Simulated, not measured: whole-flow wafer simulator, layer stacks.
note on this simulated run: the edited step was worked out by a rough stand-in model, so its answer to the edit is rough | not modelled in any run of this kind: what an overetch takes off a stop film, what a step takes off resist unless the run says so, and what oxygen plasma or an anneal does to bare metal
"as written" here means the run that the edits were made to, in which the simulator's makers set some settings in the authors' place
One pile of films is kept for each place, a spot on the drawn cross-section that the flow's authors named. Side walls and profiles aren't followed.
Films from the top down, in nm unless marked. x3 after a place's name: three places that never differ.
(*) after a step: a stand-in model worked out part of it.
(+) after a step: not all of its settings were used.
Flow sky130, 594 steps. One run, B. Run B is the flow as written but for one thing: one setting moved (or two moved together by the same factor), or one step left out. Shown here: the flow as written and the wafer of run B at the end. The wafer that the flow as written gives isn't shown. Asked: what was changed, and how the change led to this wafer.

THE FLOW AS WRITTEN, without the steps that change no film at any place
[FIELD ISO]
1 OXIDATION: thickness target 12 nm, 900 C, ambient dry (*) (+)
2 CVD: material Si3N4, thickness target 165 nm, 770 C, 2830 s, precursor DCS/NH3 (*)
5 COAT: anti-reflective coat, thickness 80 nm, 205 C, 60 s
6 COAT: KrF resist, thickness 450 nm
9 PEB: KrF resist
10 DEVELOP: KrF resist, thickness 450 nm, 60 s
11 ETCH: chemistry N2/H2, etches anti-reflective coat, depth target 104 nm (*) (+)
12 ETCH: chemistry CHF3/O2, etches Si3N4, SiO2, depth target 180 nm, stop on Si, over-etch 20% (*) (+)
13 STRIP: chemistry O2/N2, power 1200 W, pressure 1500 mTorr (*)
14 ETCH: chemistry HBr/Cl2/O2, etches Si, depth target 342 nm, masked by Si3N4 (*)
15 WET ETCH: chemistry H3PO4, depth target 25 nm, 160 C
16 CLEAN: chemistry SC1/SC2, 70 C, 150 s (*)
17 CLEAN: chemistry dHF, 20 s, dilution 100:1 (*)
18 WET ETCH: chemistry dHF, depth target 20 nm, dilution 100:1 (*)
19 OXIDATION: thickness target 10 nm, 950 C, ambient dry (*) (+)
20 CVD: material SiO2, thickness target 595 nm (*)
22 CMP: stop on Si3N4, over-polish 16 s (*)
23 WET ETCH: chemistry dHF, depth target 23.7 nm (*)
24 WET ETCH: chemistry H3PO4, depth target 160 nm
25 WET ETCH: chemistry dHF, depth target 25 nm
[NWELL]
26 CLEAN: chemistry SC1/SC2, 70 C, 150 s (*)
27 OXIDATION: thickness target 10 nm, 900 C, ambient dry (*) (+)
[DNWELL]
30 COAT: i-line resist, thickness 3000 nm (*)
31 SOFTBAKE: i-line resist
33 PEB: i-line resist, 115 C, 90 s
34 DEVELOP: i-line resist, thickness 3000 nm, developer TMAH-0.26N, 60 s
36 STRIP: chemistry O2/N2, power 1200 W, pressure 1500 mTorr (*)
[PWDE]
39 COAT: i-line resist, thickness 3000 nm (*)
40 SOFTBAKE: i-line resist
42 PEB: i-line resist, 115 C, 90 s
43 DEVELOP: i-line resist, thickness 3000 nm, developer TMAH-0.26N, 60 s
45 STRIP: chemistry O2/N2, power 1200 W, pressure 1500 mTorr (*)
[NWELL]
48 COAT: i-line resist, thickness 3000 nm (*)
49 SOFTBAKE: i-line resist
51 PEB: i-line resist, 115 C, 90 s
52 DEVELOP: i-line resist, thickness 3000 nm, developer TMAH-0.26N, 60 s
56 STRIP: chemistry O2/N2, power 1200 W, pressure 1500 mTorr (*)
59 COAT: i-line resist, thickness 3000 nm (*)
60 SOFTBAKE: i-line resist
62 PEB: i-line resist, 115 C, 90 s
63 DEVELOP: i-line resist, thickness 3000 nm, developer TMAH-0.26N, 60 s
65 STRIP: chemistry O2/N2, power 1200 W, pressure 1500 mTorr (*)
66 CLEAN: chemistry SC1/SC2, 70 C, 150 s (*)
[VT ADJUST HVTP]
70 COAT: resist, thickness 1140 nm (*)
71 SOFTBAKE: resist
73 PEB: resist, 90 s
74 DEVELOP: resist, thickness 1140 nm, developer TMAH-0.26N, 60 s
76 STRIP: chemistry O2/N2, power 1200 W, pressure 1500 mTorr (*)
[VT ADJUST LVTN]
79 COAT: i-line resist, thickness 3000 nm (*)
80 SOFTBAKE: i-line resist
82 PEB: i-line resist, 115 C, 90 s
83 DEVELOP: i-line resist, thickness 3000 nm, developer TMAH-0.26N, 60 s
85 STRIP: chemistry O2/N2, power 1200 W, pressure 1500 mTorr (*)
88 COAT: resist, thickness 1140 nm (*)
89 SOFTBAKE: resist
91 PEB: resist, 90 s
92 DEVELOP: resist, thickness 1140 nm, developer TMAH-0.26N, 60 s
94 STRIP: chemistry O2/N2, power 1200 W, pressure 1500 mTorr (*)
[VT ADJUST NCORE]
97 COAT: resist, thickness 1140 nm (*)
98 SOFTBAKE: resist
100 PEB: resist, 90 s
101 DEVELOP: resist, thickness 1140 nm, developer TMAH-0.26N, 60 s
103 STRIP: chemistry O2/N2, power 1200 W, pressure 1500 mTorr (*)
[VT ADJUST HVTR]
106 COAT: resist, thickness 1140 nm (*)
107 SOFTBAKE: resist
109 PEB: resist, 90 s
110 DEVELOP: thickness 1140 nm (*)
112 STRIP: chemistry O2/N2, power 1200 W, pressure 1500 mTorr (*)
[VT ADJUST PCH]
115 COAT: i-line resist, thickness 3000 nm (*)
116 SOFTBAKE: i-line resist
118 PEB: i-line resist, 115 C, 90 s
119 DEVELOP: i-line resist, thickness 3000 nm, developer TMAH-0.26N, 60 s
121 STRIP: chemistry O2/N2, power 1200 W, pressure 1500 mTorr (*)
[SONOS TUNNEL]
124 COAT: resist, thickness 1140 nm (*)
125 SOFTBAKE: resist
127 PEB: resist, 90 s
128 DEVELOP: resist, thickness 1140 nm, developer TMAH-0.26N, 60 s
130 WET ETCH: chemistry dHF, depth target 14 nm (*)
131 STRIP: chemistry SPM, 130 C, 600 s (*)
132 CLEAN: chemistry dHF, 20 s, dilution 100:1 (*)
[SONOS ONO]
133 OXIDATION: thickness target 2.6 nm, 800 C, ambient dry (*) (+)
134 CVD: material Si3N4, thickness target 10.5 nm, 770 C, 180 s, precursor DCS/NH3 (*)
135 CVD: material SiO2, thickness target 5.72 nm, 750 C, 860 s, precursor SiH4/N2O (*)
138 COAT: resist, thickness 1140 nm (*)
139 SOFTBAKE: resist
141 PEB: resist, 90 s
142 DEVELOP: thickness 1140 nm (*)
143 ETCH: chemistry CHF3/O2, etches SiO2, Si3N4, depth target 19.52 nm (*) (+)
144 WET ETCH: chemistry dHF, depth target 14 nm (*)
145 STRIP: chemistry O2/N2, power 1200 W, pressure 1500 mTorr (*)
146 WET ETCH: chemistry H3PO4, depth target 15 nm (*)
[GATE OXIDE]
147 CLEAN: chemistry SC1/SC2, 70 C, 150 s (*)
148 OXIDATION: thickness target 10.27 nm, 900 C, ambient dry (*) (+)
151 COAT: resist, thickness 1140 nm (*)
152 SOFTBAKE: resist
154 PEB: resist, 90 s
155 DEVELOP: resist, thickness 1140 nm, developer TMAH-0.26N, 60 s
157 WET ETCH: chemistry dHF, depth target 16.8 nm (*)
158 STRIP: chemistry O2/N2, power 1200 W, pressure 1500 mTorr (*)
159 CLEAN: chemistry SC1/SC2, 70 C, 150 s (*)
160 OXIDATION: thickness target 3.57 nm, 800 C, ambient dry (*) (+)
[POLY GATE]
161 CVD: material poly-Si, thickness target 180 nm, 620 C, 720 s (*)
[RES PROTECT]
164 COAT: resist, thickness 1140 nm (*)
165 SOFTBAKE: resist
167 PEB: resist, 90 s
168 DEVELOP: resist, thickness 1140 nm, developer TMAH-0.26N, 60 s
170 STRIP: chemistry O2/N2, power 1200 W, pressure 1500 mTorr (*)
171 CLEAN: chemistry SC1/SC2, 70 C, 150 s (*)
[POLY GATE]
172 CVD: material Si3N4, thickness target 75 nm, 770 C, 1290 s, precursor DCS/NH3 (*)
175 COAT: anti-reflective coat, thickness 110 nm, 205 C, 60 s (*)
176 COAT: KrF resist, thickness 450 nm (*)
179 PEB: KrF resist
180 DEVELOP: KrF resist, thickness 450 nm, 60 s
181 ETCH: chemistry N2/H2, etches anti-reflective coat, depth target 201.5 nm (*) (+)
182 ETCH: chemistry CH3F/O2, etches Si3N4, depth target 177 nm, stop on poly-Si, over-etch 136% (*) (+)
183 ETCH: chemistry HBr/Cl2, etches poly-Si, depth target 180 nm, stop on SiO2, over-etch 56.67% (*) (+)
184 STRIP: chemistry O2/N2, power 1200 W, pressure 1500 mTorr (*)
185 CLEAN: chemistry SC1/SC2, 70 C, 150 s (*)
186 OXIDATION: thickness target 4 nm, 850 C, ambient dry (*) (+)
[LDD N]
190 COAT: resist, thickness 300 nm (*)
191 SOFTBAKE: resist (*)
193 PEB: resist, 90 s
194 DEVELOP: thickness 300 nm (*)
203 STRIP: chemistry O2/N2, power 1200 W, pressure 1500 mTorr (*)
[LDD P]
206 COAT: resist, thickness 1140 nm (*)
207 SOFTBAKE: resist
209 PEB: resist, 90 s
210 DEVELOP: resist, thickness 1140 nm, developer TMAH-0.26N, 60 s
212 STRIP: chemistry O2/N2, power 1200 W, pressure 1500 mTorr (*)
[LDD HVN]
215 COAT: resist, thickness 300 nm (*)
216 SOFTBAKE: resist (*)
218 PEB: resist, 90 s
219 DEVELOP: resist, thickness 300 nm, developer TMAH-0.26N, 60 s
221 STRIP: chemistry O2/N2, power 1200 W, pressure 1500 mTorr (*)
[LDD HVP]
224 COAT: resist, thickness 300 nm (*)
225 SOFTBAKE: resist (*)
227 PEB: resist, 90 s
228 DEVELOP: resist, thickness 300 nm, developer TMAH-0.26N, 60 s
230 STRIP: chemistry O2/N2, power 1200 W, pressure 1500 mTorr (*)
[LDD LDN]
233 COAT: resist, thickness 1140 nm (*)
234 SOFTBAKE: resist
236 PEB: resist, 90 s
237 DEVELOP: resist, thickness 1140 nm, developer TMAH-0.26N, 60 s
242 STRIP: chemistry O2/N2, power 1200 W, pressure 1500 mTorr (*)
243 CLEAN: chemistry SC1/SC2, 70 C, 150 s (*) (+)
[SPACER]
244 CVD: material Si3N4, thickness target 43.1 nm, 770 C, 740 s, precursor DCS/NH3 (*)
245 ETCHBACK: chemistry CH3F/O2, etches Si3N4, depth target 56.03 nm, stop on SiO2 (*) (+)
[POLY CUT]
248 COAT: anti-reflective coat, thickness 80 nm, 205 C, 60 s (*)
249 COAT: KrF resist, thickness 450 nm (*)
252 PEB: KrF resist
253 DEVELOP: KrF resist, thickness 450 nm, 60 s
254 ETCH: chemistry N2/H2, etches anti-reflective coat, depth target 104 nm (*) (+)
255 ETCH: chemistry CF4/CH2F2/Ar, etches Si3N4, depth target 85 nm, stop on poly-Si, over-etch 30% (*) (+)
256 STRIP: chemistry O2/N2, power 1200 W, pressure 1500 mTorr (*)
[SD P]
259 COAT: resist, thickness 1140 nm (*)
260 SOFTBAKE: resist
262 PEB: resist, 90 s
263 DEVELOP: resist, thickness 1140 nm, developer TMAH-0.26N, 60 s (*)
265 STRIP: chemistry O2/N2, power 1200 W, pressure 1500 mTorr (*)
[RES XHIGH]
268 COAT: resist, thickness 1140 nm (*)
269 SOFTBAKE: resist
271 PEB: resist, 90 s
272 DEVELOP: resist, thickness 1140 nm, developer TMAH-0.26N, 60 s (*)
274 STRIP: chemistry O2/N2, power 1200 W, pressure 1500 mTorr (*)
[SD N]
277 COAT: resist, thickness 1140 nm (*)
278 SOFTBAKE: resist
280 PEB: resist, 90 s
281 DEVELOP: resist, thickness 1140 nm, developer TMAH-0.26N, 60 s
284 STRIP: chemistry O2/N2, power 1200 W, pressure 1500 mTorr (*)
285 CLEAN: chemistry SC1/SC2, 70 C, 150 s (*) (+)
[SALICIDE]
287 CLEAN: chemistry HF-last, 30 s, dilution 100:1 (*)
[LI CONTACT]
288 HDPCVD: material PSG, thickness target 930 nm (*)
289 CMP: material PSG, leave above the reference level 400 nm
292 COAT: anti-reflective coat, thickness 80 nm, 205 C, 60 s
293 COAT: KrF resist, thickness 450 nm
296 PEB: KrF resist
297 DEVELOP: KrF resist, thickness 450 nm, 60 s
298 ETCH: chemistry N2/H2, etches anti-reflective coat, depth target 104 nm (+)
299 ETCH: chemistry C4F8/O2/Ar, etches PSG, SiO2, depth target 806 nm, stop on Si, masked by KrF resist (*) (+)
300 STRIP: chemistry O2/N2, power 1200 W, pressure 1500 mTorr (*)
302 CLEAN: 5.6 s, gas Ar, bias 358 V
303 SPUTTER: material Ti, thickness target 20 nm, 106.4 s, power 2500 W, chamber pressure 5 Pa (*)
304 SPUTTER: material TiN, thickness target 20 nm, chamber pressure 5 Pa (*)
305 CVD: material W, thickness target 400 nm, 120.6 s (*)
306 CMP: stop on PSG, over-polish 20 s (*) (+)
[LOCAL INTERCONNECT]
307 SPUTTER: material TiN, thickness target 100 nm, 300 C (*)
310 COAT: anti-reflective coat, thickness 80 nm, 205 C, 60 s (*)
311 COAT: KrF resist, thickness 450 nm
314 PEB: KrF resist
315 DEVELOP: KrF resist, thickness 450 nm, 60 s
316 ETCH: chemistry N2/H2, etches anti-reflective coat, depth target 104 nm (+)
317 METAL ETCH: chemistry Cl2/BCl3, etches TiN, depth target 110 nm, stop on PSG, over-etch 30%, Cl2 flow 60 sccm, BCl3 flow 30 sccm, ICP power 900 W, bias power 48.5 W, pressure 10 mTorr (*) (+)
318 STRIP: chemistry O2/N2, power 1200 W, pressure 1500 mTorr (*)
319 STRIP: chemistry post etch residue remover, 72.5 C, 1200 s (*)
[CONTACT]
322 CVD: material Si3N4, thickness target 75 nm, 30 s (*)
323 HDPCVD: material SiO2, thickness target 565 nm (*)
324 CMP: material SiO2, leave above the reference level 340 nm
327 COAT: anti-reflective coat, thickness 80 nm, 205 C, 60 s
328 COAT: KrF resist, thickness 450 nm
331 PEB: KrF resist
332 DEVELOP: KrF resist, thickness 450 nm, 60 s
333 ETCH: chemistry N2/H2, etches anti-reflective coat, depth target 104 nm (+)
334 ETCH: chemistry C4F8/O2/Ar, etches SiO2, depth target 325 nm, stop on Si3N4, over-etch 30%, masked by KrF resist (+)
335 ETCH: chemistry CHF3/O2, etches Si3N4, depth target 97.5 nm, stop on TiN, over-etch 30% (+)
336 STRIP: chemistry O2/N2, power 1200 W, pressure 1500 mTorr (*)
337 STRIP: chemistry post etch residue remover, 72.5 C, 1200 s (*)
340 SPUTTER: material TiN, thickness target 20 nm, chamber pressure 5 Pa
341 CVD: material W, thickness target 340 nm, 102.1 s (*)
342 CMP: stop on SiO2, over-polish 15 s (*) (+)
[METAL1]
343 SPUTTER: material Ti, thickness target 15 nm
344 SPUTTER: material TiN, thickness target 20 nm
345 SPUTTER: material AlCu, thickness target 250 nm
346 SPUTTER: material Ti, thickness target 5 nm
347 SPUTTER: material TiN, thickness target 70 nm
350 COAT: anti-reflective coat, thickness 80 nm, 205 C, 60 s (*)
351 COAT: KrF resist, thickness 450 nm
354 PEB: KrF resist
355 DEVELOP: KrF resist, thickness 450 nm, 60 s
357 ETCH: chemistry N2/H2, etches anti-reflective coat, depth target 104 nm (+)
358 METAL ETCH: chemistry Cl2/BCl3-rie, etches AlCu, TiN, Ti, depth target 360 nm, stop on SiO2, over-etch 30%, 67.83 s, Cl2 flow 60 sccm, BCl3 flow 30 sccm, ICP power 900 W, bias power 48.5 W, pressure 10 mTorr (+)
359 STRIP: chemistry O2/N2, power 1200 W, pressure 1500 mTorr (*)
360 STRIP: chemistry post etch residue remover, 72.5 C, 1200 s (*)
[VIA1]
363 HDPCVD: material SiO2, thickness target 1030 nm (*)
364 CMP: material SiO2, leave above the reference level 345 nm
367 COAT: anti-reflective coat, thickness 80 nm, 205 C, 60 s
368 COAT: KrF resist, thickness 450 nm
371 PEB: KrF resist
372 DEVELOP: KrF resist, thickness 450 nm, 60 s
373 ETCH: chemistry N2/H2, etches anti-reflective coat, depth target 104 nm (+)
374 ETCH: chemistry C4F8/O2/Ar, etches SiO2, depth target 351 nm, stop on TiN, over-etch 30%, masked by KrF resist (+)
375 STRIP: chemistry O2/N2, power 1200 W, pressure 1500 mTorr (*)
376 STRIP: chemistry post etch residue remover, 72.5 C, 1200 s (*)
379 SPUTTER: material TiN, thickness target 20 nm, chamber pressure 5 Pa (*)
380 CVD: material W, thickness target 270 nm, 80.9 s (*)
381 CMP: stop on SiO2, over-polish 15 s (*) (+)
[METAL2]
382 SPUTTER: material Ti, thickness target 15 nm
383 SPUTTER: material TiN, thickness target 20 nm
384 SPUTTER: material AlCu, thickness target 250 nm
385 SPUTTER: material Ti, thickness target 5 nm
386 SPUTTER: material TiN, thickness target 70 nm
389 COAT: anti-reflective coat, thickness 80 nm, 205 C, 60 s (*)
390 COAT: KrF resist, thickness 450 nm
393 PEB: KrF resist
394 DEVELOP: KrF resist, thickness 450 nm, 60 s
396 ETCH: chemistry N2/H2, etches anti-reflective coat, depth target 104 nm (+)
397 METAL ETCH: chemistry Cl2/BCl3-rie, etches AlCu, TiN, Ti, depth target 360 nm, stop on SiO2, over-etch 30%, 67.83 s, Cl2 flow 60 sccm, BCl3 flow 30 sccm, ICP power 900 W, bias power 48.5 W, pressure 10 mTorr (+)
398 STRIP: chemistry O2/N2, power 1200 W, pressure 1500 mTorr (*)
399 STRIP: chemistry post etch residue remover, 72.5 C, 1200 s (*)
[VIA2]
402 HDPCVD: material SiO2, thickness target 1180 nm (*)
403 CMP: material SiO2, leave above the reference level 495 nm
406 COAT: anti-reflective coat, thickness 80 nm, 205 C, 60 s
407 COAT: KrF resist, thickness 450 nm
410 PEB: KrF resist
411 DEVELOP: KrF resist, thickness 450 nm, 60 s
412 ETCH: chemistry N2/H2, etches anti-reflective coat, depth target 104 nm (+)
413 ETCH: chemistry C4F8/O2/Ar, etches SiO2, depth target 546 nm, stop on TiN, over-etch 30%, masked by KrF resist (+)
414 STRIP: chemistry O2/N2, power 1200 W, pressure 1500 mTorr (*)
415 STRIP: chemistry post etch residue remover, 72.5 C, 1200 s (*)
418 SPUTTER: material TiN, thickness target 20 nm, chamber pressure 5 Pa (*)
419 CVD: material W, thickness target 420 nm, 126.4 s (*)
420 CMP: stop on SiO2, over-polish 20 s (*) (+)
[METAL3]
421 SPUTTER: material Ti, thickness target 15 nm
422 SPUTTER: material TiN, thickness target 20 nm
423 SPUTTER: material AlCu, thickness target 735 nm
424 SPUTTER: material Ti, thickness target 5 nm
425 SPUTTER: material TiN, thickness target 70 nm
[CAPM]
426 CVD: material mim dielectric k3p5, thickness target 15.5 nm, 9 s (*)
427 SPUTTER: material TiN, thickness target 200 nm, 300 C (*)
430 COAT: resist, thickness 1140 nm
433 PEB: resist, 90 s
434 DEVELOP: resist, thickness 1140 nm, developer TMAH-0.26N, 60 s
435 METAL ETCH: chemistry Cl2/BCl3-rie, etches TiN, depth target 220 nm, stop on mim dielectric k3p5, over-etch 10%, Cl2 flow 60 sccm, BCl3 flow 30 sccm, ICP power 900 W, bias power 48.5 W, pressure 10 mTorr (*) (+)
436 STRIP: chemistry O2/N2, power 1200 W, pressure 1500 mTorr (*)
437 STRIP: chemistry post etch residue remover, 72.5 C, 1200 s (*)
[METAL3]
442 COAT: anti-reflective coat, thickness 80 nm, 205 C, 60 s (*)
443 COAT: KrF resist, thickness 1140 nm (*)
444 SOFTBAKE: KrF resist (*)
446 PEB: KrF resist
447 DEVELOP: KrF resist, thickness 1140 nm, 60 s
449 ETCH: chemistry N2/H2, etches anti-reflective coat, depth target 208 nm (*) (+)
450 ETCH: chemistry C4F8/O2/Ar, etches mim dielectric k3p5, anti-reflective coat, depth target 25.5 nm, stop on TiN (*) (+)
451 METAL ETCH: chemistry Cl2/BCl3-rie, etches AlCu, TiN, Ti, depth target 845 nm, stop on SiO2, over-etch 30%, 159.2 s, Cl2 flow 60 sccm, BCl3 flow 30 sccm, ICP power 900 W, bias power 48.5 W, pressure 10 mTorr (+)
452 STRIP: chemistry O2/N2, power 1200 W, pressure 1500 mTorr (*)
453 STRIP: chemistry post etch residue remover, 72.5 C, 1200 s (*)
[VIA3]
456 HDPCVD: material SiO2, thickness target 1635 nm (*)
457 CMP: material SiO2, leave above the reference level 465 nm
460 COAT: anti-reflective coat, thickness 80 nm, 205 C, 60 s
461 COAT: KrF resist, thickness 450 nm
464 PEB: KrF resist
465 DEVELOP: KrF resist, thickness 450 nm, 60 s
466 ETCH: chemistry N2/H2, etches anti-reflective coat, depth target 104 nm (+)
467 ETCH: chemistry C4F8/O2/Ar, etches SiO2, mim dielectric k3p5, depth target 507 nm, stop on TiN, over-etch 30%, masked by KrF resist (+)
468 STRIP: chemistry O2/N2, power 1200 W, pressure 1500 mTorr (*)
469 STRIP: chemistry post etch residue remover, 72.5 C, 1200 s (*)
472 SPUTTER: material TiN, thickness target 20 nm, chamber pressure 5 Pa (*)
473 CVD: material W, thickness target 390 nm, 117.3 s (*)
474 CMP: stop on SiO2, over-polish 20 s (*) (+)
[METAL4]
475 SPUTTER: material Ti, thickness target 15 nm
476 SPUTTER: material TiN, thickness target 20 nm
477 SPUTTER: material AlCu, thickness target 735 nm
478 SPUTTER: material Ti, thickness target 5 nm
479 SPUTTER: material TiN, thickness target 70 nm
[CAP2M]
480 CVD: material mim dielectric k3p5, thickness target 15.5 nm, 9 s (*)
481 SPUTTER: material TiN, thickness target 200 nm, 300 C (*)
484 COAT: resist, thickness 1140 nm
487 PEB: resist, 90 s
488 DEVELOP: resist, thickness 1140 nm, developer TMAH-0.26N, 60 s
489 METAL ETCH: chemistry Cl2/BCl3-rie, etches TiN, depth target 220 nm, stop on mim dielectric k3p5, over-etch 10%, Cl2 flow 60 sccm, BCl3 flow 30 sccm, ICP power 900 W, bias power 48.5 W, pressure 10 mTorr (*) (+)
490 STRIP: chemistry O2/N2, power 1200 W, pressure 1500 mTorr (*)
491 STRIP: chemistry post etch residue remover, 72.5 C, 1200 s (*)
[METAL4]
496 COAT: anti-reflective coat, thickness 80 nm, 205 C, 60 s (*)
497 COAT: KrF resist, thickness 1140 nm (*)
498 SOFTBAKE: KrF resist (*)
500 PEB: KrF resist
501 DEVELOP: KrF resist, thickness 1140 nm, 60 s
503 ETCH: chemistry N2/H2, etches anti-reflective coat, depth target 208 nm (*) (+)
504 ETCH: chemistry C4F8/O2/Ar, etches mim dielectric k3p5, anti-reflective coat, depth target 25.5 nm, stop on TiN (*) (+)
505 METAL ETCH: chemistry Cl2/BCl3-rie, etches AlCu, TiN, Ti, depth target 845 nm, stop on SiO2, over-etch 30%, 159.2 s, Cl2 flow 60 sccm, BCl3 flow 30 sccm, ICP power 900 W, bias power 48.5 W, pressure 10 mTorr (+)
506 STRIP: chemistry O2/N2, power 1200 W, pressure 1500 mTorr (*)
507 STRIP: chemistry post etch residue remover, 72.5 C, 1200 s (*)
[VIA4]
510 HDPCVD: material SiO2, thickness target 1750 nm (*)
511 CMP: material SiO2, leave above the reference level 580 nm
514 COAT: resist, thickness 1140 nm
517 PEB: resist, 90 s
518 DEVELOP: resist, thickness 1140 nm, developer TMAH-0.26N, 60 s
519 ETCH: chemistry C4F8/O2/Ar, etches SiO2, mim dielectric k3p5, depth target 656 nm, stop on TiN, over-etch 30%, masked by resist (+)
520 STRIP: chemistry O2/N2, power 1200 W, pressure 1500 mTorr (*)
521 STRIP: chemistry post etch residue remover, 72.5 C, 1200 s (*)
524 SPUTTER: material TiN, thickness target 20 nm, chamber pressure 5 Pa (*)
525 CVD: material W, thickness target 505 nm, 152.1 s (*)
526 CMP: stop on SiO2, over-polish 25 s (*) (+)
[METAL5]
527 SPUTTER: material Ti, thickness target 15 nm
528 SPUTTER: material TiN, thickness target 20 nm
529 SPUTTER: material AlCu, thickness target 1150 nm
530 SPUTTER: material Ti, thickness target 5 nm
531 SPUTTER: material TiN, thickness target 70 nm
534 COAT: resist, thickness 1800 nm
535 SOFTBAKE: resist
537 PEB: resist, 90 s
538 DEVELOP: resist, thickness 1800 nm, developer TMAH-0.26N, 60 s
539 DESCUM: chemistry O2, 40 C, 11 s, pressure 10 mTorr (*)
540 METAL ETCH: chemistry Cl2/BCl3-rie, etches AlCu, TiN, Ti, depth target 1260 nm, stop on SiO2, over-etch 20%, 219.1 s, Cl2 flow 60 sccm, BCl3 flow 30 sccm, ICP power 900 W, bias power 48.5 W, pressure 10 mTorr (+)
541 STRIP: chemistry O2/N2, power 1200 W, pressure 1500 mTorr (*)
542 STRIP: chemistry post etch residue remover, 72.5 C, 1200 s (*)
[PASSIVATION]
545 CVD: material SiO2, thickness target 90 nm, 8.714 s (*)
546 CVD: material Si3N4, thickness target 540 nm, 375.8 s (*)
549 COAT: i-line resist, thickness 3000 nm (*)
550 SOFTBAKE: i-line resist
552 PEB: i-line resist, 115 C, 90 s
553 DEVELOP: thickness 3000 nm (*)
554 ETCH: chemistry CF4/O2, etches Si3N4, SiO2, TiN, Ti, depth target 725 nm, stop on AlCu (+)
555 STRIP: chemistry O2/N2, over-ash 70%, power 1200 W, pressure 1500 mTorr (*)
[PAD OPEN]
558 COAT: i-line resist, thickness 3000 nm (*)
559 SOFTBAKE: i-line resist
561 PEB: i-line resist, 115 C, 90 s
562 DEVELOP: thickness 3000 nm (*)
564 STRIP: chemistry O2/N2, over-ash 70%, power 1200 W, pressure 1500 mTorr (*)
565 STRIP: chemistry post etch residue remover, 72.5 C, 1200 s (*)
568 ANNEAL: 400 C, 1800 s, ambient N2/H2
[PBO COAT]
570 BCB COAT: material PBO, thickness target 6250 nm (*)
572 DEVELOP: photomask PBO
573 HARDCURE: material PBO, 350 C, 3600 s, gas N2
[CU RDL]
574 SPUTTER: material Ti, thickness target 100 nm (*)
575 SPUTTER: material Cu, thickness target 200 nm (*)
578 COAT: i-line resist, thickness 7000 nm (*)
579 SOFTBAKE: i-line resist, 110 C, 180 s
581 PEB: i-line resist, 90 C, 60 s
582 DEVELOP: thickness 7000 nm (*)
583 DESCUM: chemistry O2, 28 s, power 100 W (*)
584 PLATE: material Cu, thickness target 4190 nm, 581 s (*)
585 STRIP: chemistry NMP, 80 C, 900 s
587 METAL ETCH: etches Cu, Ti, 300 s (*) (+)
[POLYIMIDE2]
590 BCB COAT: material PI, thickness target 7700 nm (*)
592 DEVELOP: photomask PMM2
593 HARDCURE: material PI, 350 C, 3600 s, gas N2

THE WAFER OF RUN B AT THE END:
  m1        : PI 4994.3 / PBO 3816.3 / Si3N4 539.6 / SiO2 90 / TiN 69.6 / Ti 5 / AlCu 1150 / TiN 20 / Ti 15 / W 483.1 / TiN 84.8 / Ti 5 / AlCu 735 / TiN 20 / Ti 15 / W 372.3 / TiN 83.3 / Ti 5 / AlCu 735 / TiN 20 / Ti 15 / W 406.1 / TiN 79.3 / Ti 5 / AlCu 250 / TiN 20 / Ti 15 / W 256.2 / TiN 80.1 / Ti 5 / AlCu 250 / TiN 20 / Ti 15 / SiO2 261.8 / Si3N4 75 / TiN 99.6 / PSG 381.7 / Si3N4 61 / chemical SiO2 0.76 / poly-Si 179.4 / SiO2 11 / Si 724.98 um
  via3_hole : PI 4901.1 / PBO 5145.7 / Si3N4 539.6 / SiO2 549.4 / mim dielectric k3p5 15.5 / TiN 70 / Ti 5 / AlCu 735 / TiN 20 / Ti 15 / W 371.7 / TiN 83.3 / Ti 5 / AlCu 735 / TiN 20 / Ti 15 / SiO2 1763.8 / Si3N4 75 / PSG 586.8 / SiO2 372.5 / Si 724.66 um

The cause: step 472, SPUTTER: thickness target 26 nm was run, where the flow has thickness target 20 nm.

How the change led to this, step by step:
  472 SPUTTER: material TiN, thickness target 20 nm, chamber pressure 5 Pa (*)
      field, active, n_well and 187 more: TiN +26 (new film) (as written it would be: TiN +20 (new film))
      m1, via3_hole: TiN +13.7 (as written it would be: TiN +10.6)
  474 CMP: stop on SiO2, over-polish 20 s (*) (+)
      field, active, n_well and 187 more: W -390 (all of it), TiN -26 (all of it), SiO2 -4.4 (as written it would be: W -390 (all of it), TiN -20 (all of it), SiO2 -4.4)
